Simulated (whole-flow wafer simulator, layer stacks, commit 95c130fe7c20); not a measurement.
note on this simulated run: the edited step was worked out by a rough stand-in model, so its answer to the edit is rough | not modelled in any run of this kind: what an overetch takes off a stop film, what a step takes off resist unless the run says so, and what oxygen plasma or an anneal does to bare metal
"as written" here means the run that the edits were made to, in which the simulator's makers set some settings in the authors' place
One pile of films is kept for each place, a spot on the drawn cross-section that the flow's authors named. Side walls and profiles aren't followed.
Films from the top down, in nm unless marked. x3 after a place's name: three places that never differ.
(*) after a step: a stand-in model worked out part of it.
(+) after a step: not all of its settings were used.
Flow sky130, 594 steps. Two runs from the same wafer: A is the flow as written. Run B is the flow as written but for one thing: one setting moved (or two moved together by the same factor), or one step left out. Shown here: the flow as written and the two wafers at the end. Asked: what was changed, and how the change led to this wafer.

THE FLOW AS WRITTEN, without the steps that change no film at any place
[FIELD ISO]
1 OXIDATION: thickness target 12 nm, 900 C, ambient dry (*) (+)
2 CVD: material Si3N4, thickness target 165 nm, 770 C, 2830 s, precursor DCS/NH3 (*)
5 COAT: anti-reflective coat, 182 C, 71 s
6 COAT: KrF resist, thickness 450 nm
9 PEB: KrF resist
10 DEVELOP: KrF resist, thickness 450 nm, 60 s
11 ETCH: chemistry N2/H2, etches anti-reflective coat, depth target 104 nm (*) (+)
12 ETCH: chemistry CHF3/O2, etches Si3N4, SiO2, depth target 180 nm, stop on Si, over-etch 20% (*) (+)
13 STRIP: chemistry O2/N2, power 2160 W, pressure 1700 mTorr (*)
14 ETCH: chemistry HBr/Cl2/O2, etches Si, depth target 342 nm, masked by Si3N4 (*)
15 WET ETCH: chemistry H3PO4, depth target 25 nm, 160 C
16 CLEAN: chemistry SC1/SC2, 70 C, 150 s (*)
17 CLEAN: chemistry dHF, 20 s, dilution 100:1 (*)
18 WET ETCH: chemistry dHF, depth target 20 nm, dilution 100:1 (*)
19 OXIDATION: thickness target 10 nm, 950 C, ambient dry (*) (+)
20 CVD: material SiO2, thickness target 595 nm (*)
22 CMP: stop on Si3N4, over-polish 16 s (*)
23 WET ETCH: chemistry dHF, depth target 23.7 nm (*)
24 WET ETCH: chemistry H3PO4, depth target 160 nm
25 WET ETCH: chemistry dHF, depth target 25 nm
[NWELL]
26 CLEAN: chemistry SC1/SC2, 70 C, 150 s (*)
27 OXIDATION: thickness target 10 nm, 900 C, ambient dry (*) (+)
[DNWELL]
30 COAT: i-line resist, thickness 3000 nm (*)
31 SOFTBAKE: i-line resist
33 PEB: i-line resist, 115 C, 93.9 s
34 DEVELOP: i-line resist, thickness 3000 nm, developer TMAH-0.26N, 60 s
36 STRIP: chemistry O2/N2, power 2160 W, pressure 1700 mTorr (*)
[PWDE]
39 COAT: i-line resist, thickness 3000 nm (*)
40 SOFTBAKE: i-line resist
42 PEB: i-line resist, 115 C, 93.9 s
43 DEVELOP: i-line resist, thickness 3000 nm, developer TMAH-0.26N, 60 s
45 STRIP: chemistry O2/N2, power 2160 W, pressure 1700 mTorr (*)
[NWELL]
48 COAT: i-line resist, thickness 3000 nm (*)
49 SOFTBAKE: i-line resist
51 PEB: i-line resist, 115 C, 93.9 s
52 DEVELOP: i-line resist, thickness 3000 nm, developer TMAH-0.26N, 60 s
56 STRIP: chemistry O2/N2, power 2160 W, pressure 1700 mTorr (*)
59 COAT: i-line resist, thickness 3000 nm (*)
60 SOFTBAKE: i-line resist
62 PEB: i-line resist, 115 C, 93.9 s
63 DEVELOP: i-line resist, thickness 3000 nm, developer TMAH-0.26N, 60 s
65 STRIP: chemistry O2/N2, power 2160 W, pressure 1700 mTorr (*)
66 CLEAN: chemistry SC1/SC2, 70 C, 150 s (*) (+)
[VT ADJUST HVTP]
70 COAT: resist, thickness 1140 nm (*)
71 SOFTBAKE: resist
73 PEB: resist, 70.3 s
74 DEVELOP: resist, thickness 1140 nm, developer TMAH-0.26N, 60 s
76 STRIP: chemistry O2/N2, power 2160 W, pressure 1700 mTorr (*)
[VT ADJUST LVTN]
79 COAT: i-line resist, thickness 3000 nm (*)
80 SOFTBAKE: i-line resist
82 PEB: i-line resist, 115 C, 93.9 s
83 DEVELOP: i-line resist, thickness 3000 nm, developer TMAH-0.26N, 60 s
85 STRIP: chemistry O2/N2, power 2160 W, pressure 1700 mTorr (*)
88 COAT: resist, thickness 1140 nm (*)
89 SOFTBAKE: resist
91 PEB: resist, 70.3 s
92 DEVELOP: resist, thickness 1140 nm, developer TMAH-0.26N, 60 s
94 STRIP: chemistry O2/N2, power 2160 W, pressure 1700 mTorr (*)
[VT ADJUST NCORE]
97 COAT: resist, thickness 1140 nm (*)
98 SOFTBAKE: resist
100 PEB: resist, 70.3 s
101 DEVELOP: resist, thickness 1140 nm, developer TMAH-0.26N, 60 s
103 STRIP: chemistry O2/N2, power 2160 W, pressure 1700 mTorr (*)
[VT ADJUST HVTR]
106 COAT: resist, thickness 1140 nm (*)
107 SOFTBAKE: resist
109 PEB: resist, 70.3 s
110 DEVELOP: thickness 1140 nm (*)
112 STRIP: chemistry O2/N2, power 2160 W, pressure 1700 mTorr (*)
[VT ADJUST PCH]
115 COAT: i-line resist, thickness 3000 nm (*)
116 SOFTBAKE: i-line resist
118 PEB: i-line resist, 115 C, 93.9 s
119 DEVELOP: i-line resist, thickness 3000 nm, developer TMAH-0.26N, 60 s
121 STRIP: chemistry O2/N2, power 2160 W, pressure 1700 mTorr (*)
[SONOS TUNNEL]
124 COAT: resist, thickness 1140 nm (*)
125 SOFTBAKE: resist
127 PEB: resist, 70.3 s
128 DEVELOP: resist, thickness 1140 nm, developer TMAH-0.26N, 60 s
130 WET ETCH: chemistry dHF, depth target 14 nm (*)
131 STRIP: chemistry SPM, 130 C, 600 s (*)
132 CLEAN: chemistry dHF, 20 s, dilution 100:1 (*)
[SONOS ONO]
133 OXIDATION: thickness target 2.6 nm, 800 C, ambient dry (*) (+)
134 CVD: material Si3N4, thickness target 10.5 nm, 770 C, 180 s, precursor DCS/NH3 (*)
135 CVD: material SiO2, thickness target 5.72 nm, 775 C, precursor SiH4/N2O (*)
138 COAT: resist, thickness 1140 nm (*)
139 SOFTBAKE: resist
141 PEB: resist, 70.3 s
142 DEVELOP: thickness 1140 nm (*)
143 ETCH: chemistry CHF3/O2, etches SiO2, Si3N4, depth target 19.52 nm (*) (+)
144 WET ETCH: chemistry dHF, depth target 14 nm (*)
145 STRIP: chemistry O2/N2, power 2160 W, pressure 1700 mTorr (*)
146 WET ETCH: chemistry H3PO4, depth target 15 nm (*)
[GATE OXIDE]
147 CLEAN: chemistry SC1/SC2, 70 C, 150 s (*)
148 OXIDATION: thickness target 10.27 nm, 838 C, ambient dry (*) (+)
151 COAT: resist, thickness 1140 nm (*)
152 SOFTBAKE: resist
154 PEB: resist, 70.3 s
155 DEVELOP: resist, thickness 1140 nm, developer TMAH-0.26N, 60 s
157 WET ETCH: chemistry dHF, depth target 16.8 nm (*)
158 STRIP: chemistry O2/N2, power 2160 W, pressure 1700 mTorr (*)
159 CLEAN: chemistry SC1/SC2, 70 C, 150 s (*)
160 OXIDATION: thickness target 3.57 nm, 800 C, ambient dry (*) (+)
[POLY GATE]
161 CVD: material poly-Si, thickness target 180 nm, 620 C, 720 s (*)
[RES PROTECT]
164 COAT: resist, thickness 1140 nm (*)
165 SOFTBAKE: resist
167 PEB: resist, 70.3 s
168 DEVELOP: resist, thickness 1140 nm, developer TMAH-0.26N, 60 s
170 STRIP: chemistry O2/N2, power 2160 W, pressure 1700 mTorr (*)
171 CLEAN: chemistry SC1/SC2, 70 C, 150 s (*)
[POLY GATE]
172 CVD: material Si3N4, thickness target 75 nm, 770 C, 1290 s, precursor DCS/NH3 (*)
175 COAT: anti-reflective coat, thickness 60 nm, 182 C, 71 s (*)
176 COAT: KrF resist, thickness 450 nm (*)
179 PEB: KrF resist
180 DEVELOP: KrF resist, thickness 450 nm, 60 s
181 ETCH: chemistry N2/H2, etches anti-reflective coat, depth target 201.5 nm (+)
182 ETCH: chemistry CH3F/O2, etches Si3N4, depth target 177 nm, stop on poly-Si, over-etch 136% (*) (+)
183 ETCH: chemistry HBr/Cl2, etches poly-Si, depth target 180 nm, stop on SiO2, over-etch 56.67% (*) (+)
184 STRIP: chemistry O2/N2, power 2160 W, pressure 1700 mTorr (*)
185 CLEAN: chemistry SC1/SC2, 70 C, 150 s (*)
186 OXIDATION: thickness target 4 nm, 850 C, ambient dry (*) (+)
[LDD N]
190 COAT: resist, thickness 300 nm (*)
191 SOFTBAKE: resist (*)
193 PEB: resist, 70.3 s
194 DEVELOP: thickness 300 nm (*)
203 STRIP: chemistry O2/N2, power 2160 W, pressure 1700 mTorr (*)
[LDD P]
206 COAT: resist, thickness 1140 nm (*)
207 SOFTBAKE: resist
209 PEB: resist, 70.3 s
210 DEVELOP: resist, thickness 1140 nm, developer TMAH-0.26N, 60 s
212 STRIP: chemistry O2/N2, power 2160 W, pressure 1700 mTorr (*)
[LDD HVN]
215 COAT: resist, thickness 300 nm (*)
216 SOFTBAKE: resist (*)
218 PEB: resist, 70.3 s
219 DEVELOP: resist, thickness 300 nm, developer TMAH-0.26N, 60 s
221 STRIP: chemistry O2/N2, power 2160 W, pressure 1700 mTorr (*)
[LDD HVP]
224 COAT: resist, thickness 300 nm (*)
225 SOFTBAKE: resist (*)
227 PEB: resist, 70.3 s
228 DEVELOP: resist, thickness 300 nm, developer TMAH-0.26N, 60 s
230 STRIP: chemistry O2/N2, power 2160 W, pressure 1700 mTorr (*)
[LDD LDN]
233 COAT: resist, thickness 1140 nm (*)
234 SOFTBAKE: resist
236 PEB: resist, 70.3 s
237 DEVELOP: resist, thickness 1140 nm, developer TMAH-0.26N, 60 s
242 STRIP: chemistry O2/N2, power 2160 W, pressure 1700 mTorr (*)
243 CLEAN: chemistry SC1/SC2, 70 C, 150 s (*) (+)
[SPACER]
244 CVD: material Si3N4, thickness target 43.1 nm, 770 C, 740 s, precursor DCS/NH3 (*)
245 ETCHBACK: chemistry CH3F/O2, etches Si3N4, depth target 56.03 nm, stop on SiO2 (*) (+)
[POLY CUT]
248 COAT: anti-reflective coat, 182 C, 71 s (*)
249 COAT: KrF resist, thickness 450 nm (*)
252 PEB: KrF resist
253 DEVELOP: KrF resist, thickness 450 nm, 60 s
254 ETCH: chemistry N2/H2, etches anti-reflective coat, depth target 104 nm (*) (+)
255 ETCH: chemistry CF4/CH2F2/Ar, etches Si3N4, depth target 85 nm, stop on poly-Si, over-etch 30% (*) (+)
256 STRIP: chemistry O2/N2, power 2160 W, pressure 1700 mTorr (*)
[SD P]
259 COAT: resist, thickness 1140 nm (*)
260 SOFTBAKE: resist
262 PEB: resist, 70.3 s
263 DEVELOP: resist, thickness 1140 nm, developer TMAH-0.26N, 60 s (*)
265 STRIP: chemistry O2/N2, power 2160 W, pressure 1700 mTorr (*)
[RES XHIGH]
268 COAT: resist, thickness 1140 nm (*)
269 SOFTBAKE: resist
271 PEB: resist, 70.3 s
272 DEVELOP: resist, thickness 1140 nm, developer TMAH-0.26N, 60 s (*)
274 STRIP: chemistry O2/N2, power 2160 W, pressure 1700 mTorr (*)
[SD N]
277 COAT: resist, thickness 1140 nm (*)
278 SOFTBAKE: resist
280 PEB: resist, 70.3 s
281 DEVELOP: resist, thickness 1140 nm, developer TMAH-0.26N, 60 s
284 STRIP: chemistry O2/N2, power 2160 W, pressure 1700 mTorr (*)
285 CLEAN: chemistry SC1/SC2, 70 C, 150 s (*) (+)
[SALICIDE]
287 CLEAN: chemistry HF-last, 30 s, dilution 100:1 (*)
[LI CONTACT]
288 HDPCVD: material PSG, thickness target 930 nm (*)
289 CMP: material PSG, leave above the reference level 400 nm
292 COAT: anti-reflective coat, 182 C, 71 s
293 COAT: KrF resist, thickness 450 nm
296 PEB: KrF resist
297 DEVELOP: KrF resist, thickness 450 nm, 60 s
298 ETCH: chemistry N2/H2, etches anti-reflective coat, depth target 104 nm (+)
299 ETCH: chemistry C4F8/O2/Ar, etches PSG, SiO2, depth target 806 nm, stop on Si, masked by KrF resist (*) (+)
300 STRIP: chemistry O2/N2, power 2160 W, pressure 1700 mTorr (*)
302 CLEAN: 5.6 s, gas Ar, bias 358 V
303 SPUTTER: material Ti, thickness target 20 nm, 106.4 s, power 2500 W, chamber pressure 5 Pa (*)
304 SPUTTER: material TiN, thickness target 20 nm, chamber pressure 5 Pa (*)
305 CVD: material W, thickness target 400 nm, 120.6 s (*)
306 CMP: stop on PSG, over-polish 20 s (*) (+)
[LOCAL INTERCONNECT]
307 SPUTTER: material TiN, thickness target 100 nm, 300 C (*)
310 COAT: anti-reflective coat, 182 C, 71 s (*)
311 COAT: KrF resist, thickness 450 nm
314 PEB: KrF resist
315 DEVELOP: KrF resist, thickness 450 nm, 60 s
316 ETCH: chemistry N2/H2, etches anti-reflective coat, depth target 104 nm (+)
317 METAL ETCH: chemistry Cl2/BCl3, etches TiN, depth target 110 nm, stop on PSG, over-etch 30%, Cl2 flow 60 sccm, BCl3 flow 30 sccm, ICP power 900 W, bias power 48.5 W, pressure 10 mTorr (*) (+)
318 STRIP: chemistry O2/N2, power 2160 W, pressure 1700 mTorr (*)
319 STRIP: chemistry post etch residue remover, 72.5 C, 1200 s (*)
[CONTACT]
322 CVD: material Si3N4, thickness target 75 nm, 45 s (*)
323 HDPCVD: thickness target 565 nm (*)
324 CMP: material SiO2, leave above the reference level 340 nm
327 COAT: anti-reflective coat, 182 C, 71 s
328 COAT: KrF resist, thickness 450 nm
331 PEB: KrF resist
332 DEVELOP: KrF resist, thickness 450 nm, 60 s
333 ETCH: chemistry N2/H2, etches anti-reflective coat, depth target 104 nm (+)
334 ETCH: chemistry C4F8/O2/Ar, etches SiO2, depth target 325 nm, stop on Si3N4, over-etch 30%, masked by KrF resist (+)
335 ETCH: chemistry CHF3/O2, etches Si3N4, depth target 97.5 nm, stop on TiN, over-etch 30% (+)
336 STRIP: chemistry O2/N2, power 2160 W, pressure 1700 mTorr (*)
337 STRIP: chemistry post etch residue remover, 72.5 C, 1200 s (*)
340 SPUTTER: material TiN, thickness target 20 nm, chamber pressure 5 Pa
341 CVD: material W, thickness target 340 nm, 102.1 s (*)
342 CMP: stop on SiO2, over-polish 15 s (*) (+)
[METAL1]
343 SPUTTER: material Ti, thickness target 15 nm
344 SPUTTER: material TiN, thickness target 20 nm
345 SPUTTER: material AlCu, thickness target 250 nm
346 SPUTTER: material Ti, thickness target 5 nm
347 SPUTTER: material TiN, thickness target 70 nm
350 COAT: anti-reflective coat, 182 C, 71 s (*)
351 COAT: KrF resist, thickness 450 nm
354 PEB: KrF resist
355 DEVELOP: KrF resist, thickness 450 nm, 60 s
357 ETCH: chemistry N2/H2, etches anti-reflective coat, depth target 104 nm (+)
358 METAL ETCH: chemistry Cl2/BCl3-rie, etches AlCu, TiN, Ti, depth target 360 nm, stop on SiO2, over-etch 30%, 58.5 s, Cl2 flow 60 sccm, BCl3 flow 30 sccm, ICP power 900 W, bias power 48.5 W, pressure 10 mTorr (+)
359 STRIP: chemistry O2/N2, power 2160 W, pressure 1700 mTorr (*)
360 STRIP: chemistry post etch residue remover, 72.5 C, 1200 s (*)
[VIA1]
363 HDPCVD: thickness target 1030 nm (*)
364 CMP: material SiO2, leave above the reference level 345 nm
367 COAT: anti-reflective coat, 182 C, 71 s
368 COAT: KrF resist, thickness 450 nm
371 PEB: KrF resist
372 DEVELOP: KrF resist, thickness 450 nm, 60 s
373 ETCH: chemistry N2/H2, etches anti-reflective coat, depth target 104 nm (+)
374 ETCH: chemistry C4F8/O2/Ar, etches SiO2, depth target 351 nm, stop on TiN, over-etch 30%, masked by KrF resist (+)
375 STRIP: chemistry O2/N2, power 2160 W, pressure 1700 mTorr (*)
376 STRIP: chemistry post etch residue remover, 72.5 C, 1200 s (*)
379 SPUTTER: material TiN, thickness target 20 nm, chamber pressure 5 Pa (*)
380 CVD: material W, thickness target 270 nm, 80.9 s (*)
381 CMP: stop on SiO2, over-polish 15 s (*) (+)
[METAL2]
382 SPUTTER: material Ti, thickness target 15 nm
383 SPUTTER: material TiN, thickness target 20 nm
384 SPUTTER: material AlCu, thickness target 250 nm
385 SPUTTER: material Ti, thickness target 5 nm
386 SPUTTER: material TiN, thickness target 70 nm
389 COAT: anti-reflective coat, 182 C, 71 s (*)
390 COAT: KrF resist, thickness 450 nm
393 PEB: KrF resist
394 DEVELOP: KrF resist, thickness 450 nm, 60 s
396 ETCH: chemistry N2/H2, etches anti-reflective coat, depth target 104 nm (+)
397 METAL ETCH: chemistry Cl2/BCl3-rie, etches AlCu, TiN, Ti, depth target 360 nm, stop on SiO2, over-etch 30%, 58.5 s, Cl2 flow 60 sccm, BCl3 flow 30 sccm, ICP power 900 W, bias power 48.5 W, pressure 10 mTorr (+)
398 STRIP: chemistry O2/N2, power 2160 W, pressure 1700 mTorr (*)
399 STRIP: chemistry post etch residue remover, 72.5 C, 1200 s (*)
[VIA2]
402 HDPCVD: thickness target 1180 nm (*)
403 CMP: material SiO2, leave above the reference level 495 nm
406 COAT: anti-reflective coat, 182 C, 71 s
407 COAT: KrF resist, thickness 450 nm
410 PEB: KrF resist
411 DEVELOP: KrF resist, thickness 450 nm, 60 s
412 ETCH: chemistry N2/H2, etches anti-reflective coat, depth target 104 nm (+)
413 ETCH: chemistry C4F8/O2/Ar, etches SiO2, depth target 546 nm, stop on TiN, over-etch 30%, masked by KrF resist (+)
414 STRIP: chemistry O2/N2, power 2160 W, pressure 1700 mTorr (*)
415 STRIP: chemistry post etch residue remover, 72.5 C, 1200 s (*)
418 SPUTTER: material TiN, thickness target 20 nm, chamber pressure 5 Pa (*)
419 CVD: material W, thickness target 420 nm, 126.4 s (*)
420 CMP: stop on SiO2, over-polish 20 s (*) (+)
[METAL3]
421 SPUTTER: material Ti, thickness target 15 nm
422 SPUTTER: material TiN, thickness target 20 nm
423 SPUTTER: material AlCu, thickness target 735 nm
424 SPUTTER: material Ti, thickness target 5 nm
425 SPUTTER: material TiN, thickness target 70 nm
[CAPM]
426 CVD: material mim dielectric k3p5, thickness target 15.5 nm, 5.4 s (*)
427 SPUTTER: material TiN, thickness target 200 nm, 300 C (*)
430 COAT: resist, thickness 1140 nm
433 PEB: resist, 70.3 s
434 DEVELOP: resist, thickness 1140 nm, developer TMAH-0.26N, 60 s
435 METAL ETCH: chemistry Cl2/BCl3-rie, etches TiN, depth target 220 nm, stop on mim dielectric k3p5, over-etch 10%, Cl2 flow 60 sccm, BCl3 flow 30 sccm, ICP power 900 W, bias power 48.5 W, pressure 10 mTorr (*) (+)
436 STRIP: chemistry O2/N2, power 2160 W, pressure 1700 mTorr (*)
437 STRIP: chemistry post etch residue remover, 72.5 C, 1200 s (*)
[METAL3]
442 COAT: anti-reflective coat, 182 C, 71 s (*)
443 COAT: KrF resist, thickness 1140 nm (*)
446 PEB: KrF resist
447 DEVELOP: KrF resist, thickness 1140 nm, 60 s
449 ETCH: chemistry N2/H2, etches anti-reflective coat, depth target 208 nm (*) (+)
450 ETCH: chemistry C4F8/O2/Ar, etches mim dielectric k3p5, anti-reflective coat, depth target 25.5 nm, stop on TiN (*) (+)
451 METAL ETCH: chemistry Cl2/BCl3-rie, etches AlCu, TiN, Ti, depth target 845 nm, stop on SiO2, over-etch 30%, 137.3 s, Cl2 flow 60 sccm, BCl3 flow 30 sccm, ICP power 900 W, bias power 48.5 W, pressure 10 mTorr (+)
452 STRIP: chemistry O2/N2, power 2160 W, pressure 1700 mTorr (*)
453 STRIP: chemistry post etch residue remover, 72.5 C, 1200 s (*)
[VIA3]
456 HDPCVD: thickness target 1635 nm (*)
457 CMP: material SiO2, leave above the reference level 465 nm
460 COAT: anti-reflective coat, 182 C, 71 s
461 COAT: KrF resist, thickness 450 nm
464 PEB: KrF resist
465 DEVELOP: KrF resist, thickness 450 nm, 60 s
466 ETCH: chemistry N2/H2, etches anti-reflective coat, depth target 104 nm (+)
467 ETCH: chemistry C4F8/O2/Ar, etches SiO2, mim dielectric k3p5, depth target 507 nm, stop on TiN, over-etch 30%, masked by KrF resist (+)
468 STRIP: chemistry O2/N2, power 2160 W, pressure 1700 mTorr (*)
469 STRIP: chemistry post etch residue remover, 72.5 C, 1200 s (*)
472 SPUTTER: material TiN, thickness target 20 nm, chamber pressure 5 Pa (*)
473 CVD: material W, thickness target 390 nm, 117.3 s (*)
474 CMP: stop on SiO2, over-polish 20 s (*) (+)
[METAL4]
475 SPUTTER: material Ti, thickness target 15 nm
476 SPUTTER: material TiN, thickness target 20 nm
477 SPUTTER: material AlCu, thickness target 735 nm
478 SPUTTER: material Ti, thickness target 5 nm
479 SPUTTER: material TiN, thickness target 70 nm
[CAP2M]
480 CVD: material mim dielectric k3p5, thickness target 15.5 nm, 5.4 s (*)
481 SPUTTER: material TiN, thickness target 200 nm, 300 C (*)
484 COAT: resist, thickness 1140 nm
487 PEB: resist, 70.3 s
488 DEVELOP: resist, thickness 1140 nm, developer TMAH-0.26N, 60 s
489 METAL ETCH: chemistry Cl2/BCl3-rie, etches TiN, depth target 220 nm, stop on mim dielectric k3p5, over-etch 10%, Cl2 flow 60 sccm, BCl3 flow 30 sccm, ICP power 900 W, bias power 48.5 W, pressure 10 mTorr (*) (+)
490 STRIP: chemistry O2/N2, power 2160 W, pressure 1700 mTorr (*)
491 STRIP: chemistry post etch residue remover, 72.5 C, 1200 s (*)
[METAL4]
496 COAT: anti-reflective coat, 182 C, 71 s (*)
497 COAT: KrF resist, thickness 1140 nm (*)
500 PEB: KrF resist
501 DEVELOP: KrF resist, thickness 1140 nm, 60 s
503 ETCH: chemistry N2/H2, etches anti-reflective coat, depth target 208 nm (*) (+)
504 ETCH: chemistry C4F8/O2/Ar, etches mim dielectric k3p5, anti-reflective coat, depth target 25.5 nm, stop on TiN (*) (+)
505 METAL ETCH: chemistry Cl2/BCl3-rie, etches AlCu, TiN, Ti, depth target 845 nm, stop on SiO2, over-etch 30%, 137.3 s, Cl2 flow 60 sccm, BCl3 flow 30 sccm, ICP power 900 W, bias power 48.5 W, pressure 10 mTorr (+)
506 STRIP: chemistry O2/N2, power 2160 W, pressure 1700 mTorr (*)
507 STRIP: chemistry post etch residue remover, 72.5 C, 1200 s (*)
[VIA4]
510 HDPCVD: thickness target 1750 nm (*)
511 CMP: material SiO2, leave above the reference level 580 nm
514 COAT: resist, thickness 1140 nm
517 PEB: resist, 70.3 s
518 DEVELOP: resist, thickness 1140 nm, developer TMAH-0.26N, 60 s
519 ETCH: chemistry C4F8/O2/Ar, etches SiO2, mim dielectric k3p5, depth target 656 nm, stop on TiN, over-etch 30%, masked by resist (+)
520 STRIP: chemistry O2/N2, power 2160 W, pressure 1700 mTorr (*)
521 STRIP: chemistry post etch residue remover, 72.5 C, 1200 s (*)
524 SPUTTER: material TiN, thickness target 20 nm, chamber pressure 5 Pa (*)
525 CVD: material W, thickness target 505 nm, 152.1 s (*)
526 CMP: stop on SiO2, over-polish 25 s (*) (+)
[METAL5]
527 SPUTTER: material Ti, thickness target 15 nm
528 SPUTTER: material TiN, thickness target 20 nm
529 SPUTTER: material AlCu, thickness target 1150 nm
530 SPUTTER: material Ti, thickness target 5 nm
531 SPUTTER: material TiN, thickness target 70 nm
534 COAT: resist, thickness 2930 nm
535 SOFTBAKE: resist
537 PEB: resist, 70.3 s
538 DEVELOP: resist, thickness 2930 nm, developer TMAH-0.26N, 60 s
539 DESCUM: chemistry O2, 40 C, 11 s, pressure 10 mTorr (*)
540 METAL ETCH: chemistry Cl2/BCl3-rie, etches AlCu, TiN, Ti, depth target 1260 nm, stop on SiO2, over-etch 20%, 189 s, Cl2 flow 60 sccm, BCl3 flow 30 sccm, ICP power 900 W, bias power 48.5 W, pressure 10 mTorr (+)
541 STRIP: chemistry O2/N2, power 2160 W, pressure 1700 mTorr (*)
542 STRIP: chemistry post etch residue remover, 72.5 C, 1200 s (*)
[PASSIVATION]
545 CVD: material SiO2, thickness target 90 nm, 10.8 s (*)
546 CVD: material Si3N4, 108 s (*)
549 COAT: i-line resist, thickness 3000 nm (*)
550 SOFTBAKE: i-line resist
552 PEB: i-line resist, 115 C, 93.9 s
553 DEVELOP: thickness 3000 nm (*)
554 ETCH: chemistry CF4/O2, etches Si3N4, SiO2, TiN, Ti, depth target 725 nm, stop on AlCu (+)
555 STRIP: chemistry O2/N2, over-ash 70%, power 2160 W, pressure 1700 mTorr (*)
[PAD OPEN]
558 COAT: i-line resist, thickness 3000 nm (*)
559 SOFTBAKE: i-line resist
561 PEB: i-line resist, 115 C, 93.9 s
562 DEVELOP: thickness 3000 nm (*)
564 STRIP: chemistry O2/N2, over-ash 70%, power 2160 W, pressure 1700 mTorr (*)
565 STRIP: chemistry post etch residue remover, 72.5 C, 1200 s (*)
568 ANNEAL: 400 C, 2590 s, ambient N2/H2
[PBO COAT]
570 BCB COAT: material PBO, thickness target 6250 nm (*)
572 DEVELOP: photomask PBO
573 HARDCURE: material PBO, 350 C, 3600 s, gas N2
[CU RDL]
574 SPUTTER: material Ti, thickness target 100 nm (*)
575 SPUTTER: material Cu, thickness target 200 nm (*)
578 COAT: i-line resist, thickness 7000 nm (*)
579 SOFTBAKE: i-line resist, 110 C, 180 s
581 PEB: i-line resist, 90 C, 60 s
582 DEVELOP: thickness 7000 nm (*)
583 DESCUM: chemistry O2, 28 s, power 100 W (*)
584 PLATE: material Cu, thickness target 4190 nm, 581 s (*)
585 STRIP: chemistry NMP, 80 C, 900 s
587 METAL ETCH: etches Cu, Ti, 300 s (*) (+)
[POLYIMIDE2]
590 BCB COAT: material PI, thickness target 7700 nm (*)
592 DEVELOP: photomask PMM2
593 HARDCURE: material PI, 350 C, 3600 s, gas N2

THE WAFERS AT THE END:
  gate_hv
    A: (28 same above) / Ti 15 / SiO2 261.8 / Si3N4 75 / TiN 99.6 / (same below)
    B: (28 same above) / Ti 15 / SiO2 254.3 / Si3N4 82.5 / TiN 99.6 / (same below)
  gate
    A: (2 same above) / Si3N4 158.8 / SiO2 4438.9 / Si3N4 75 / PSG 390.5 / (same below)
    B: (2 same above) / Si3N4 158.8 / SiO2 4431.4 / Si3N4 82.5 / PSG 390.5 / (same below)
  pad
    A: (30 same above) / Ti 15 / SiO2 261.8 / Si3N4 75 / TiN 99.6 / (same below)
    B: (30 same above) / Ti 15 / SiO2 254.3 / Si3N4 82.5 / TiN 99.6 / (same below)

The cause: step 322, CVD: thickness target 82.5 nm was run, where the flow has thickness target 75 nm; step 322, CVD: 49.5 s was run, where the flow has 45 s.
It can be read off the wafer: gate_hv has Si3N4 82.5, and step 322 as written asks for 75 nm.

How the change led to this, step by step:
  322 CVD: material Si3N4, thickness target 75 nm, 45 s (*)
      field, active, n_well and 188 more: A Si3N4 +75 (new film) | B Si3N4 +82.5 (new film)
  324 CMP: material SiO2, leave above the reference level 340 nm
      n_well, p_well, gate_hv and 93 more: A SiO2 -300 | B SiO2 -307.5
      field, active, gate and 88 more: A SiO2 -200.4 | B SiO2 -207.9
      (and at 4 more places)
  334 ETCH: chemistry C4F8/O2/Ar, etches SiO2, depth target 325 nm, stop on Si3N4, over-etch 30%, masked by KrF resist (+)
      poly_licon, ndiff_licon, ndiff_licon_cpp, rpo_hd_licon: A SiO2 -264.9 (all of it) | B SiO2 -257.4 (all of it)
  335 ETCH: chemistry CHF3/O2, etches Si3N4, depth target 97.5 nm, stop on TiN, over-etch 30% (+)
      poly_licon, ndiff_licon, ndiff_licon_cpp, rpo_hd_licon: A Si3N4 -75 (all of it) | B Si3N4 -82.5 (all of it)
